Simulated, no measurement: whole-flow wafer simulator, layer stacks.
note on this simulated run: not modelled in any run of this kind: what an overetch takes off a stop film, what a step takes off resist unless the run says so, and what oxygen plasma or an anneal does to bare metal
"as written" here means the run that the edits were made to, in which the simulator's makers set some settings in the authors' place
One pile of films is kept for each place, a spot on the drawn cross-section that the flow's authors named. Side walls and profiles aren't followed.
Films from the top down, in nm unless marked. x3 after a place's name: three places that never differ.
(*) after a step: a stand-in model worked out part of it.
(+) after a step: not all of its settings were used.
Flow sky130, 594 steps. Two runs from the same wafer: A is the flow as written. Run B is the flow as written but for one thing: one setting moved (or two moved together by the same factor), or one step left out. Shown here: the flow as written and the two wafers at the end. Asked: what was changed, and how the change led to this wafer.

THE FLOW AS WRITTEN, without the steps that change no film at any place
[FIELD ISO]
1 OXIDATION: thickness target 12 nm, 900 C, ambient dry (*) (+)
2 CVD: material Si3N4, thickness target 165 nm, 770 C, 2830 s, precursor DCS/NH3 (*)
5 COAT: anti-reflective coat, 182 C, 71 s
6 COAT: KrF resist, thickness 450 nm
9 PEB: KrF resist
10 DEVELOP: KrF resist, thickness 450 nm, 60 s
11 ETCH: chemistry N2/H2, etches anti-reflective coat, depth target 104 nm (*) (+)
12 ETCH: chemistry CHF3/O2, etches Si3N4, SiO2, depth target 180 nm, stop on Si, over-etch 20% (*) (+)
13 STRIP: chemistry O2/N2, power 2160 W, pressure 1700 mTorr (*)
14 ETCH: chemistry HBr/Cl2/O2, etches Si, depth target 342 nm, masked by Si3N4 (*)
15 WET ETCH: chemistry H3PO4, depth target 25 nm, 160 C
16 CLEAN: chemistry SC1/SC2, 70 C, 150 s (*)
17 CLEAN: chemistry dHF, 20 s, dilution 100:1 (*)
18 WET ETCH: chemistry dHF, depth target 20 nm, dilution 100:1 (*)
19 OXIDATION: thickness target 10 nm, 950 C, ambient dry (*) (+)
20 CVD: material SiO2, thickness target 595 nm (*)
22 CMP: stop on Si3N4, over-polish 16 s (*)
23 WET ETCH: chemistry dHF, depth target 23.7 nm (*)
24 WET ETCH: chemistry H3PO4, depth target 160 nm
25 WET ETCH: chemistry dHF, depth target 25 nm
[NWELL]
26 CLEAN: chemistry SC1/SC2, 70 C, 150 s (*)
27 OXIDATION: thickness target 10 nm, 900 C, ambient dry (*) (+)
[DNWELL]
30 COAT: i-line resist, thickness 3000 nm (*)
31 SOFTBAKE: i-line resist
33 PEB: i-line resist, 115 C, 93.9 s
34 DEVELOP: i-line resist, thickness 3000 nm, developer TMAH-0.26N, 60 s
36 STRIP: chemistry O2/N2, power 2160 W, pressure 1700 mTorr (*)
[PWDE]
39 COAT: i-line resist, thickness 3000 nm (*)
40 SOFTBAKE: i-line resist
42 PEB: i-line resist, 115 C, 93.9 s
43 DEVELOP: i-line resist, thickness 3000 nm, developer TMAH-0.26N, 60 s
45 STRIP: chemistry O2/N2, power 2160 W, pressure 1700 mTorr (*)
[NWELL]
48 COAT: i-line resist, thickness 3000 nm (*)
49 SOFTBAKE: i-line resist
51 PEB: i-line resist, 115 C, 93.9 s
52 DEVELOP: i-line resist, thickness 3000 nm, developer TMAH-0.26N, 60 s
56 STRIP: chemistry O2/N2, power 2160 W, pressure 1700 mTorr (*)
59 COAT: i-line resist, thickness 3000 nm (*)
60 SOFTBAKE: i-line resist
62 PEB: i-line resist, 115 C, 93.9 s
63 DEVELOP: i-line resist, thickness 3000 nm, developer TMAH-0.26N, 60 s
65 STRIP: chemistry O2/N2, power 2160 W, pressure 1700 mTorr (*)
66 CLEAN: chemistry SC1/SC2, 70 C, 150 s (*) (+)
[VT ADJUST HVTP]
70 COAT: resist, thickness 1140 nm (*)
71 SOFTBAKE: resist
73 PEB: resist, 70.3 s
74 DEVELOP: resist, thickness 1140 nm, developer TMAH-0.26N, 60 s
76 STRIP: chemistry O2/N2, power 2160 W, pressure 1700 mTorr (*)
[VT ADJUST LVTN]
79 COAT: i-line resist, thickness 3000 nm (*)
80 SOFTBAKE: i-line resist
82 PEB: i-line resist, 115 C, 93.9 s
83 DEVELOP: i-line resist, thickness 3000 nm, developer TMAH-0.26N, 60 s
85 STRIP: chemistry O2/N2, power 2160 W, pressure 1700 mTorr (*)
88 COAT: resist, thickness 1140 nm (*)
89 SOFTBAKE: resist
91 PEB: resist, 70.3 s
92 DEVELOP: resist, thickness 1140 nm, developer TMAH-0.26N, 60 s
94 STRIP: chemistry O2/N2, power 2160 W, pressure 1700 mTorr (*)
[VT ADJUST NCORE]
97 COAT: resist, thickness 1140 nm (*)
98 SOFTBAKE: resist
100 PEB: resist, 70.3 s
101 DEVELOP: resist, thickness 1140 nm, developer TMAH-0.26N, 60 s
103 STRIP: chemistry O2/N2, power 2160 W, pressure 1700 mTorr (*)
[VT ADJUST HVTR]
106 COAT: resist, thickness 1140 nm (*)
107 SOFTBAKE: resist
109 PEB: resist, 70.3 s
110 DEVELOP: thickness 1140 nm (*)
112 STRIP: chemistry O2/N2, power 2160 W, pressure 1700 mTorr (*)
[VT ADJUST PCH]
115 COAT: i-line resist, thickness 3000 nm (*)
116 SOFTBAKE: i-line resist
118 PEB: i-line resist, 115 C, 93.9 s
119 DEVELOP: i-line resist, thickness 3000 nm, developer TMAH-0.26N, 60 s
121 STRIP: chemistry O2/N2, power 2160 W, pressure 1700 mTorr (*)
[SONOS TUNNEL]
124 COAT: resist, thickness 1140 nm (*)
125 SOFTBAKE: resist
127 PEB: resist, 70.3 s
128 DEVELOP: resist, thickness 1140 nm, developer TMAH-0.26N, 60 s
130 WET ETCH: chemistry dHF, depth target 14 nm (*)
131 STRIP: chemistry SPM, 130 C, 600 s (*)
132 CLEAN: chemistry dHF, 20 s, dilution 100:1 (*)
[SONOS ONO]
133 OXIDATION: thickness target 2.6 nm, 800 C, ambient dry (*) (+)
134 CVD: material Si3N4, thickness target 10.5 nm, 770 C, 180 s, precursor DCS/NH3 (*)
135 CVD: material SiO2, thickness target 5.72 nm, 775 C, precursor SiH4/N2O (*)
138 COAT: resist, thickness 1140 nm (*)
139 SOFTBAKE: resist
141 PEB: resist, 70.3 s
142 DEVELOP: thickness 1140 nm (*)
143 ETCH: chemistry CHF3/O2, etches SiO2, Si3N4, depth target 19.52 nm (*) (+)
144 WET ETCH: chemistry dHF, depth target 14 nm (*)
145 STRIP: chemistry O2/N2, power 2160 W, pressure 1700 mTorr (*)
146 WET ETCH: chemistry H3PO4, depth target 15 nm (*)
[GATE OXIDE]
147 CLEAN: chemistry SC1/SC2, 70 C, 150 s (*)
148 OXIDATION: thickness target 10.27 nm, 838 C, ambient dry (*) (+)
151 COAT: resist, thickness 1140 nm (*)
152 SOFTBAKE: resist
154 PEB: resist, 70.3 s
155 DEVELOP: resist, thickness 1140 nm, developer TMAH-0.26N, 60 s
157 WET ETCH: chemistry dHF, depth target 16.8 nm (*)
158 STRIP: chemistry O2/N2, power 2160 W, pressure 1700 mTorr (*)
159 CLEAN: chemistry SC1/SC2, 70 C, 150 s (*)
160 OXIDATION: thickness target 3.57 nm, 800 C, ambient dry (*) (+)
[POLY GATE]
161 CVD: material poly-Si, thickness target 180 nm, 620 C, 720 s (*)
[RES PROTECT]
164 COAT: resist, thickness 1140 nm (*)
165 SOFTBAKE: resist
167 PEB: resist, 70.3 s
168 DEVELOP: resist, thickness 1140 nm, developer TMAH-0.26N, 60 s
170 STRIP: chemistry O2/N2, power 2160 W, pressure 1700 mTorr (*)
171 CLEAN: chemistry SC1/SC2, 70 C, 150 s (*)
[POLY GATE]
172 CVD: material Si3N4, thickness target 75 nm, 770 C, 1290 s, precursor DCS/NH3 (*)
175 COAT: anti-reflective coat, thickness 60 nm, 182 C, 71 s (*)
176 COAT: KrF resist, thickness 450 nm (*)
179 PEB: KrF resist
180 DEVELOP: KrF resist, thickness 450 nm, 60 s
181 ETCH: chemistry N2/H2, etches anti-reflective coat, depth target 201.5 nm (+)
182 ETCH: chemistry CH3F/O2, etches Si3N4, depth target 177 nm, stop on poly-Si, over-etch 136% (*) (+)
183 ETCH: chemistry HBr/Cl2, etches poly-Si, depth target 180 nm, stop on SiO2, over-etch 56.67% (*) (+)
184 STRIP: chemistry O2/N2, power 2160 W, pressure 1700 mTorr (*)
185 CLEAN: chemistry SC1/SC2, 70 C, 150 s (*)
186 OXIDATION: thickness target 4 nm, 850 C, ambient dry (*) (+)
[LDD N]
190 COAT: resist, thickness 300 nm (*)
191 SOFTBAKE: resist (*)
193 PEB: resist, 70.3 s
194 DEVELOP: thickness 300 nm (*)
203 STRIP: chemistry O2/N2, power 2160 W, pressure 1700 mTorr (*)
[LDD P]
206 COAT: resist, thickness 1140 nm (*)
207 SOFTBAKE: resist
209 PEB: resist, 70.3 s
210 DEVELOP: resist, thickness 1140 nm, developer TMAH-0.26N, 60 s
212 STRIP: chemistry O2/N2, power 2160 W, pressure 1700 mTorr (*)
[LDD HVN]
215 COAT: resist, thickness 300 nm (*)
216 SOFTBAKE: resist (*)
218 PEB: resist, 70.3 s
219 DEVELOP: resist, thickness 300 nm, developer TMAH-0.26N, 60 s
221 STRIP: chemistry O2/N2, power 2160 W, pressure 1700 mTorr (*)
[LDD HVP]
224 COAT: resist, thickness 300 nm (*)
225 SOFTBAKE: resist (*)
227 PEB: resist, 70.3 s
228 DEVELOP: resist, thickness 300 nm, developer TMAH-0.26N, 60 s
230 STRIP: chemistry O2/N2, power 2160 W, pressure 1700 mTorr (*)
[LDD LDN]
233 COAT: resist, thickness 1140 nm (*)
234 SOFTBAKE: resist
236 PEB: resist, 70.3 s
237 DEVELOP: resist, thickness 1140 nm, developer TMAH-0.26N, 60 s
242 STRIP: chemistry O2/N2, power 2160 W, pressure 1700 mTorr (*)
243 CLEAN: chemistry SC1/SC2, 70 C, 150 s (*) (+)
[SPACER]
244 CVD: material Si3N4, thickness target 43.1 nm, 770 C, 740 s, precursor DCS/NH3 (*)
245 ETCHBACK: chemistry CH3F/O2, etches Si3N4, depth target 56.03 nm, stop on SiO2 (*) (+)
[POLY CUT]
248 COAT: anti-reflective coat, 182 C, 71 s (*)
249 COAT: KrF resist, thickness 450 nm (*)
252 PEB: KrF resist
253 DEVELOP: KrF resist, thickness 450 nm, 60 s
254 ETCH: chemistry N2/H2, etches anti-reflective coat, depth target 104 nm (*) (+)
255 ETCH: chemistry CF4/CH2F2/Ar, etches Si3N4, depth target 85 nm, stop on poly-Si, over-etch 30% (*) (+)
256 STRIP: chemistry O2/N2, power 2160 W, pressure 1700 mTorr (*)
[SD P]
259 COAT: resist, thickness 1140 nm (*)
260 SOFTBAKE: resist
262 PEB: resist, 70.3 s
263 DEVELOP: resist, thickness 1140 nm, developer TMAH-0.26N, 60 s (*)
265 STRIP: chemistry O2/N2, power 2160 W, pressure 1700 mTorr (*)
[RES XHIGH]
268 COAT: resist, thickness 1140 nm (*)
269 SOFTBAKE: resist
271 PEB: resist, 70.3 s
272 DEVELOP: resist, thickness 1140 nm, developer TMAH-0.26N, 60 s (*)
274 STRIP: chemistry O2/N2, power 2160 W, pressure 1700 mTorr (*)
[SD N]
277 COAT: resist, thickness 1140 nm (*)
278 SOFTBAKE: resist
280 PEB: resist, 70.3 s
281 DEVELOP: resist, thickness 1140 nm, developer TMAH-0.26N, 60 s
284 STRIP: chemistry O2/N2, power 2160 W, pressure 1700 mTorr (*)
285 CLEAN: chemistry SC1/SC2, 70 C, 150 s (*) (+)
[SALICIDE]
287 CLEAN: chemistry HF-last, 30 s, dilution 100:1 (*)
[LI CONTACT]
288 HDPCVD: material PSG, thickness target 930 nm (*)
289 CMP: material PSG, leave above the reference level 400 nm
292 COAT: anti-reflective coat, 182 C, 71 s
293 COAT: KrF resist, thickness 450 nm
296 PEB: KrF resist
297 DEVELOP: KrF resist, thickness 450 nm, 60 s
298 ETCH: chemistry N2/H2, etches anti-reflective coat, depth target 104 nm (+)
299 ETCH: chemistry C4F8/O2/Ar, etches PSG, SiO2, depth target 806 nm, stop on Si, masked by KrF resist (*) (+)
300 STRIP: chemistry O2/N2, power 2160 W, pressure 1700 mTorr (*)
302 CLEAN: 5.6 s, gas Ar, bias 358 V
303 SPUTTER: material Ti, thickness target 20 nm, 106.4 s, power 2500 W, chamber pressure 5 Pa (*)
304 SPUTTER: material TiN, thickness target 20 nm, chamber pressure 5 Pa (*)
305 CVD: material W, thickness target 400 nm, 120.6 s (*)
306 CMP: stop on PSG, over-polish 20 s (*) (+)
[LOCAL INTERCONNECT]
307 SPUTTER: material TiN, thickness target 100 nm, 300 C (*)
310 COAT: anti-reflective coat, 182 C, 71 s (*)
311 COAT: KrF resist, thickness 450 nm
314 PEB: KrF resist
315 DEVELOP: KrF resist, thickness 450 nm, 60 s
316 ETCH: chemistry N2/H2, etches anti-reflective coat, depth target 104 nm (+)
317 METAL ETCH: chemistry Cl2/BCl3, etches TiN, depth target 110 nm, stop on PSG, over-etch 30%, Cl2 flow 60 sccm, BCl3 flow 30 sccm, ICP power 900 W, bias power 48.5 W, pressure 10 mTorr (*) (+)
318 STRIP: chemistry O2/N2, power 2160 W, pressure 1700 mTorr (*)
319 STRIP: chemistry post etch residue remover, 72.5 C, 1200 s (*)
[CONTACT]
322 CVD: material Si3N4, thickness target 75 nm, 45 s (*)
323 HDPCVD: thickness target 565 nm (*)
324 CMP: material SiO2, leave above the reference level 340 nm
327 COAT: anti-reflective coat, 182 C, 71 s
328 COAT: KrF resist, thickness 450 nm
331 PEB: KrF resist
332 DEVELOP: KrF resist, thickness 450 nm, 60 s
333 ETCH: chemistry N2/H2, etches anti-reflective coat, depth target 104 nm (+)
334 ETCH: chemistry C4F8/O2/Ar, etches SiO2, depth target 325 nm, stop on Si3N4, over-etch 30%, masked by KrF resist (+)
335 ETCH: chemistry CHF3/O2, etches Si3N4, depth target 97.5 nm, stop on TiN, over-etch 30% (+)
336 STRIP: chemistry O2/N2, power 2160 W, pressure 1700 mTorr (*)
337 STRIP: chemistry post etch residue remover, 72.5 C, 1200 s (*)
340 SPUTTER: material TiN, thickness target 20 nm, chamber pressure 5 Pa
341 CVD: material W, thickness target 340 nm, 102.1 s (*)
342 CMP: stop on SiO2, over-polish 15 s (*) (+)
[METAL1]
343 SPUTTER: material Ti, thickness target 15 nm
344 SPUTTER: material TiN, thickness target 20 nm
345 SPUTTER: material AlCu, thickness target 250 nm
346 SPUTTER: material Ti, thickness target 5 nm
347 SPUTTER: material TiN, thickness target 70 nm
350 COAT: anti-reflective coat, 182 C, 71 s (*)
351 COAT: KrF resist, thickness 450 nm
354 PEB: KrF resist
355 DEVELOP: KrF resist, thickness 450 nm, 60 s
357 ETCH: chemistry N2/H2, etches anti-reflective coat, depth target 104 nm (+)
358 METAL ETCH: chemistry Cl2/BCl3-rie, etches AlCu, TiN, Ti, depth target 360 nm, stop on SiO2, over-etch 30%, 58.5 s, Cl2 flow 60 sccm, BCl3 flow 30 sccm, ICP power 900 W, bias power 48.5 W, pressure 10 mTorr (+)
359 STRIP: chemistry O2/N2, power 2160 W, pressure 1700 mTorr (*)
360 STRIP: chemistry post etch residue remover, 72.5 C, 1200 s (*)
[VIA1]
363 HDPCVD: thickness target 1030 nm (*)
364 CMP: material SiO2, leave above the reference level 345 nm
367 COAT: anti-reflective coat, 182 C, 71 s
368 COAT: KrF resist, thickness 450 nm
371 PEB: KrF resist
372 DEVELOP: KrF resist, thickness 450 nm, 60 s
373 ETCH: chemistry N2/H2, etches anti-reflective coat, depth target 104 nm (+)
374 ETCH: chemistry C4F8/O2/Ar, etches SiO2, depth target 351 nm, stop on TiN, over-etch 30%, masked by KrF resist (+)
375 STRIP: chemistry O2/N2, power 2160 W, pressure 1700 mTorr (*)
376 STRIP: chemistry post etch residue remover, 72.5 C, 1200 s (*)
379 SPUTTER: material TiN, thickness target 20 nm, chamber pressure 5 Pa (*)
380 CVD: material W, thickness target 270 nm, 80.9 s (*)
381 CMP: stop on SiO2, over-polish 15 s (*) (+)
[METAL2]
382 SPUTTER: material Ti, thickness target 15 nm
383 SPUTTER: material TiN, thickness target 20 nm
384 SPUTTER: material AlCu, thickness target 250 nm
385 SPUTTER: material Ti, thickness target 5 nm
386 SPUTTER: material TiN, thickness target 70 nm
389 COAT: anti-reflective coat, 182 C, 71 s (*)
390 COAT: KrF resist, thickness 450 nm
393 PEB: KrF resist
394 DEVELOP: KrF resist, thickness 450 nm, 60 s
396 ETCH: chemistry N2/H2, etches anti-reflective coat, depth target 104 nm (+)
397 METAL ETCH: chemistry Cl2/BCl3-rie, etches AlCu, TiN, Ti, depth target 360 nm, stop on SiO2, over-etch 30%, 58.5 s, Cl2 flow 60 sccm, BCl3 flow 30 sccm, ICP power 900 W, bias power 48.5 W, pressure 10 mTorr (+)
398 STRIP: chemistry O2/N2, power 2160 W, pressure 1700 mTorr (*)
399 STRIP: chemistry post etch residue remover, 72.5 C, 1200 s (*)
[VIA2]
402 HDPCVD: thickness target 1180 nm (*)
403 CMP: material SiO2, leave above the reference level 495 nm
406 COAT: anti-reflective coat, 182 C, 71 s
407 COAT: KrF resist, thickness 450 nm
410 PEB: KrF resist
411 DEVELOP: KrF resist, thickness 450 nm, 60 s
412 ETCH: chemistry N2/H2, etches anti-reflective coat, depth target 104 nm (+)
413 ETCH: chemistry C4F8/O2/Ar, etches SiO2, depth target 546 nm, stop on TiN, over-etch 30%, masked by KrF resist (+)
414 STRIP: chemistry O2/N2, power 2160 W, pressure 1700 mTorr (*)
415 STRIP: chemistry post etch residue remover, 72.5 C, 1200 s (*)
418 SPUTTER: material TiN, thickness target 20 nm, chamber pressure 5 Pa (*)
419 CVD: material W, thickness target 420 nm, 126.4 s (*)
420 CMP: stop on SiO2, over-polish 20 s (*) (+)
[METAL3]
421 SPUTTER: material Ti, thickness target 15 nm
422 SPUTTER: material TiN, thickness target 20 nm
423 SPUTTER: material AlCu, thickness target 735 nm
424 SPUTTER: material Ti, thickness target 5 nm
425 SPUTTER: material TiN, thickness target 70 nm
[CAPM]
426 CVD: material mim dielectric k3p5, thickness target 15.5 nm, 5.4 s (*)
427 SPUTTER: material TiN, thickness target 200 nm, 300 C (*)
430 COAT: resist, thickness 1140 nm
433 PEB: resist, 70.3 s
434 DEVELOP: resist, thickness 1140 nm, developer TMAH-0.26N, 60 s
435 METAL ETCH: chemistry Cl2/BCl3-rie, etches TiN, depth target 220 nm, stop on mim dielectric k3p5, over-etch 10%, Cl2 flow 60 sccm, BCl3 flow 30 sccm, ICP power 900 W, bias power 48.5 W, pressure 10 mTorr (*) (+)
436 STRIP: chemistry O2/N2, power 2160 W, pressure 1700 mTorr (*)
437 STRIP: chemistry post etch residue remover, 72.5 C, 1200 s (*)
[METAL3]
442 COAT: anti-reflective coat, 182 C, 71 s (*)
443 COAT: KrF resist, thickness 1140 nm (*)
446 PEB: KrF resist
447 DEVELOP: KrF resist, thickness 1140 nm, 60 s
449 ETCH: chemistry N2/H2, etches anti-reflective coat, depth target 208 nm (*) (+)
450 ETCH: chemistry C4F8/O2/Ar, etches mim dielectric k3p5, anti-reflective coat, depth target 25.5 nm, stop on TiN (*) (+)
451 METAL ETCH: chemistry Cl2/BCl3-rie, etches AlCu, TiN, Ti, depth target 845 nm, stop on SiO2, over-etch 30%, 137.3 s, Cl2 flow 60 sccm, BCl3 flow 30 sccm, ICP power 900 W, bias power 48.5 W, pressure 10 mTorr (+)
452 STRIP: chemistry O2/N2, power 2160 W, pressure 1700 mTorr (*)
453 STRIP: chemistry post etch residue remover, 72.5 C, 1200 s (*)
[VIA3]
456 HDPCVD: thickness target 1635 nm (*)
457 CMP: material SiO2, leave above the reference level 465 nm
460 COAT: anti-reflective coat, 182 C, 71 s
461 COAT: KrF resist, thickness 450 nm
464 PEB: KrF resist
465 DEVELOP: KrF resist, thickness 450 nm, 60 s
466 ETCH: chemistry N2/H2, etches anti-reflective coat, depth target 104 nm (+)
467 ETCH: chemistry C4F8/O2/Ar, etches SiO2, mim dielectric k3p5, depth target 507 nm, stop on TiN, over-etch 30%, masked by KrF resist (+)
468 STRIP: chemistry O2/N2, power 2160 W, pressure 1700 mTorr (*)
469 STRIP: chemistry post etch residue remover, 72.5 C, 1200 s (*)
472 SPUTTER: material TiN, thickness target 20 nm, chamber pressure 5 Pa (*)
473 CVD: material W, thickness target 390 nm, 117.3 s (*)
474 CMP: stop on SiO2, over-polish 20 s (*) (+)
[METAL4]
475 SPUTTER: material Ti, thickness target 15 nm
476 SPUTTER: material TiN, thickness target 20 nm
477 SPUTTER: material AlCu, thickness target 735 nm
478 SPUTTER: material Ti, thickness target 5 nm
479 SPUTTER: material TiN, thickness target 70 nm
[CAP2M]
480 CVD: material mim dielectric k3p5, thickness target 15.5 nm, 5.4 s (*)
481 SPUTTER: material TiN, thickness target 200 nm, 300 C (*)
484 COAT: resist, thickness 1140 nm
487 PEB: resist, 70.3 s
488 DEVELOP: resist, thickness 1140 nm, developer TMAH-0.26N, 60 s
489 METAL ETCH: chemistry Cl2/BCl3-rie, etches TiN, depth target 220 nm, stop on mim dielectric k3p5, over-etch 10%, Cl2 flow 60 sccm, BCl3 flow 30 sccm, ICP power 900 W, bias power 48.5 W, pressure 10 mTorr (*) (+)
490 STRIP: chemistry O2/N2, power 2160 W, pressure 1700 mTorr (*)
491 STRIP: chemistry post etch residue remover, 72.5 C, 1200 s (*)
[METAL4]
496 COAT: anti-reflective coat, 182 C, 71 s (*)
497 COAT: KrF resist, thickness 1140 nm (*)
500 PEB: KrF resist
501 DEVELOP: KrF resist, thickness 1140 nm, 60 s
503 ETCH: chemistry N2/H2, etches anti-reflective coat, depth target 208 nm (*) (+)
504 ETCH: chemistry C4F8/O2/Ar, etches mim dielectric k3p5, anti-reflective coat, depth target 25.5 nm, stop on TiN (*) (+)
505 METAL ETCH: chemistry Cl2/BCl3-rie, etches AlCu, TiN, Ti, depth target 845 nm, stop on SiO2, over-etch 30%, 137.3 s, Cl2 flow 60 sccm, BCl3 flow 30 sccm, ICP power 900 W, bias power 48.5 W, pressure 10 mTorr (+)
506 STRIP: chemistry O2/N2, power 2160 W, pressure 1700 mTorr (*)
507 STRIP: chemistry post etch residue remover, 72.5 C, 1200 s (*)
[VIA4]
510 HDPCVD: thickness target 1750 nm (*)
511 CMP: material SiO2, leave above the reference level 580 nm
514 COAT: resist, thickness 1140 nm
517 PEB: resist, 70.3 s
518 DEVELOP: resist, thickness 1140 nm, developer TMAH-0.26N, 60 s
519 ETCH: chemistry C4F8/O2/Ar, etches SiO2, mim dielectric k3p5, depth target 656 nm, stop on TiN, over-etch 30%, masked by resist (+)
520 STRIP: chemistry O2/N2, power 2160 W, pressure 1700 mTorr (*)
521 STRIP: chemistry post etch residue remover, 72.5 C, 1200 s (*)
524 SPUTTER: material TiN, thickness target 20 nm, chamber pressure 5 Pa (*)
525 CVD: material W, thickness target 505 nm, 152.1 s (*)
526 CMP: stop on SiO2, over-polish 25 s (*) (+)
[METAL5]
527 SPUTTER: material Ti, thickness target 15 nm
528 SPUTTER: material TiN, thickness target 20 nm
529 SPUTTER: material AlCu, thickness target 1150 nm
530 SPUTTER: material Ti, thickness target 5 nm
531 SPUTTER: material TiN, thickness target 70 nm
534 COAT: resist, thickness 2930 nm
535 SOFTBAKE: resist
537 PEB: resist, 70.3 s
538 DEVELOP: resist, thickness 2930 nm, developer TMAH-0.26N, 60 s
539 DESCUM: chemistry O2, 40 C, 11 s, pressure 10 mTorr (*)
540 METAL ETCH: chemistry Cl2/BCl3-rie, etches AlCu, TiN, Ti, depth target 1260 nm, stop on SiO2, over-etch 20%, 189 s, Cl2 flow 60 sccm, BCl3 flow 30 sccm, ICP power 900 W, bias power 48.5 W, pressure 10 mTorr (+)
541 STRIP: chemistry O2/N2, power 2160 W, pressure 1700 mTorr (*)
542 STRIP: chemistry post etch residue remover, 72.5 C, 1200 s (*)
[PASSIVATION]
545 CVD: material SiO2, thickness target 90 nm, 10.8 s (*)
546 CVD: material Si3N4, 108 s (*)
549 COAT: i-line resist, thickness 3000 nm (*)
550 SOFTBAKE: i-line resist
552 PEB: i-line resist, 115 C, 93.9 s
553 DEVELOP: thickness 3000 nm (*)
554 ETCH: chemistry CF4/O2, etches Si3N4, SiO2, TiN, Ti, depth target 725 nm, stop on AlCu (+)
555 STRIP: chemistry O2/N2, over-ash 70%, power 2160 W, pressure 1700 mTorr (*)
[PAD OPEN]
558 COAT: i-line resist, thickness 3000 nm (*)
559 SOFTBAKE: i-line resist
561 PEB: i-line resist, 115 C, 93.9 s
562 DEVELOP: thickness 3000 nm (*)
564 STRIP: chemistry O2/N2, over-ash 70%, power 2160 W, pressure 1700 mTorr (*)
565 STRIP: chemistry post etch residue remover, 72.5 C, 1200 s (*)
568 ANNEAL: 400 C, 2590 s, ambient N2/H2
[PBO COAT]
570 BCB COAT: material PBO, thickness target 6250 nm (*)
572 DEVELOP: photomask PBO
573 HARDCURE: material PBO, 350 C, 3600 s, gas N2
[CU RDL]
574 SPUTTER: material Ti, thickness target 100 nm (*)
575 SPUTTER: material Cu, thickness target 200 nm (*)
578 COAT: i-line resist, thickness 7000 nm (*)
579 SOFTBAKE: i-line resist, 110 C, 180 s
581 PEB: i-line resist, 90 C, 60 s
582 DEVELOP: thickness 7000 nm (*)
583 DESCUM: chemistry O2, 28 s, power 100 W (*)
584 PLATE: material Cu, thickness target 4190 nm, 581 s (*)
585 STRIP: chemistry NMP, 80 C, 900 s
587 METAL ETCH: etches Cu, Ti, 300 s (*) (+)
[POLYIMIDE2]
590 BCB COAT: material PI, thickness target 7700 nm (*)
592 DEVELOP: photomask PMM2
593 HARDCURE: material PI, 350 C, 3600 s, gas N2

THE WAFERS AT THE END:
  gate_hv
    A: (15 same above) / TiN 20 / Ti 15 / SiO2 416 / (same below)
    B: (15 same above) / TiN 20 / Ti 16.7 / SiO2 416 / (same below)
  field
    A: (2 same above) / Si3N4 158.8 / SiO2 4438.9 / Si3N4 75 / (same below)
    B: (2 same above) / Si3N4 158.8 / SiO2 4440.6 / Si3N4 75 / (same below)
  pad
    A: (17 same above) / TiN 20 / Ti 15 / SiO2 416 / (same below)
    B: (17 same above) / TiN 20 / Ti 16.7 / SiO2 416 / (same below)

The cause: step 421, SPUTTER: thickness target 16.7 nm was run, where the flow has thickness target 15 nm.
It can be read off the wafer: gate_hv has Ti 16.7, and step 421 as written asks for 15 nm.

How the change led to this, step by step:
  421 SPUTTER: material Ti, thickness target 15 nm
      field, active, n_well and 188 more: A Ti +15 (new film) | B Ti +16.7 (new film)
  451 METAL ETCH: chemistry Cl2/BCl3-rie, etches AlCu, TiN, Ti, depth target 845 nm, stop on SiO2, over-etch 30%, 137.3 s, Cl2 flow 60 sccm, BCl3 flow 30 sccm, ICP power 900 W, bias power 48.5 W, pressure 10 mTorr (+)
      field, gate, spacer and 68 more: A TiN -70 (all of it), Ti -5 (all of it), AlCu -735 (all of it), TiN -20 (all of it), Ti -15 (all of it), SiO2 -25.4 | B TiN -70 (all of it), Ti -5 (all of it), AlCu -735 (all of it), TiN -20 (all of it), Ti -16.7 (all of it), SiO2 -25.2
      active, vpp_ln, vpp_iso2 and 11 more: A TiN -70 (all of it), Ti -5 (all of it), AlCu -735 (all of it), TiN -20 (all of it), Ti -15 (all of it), SiO2 -25.3 | B TiN -70 (all of it), Ti -5 (all of it), AlCu -735 (all of it), TiN -20 (all of it), Ti -16.7 (all of it), SiO2 -25.2
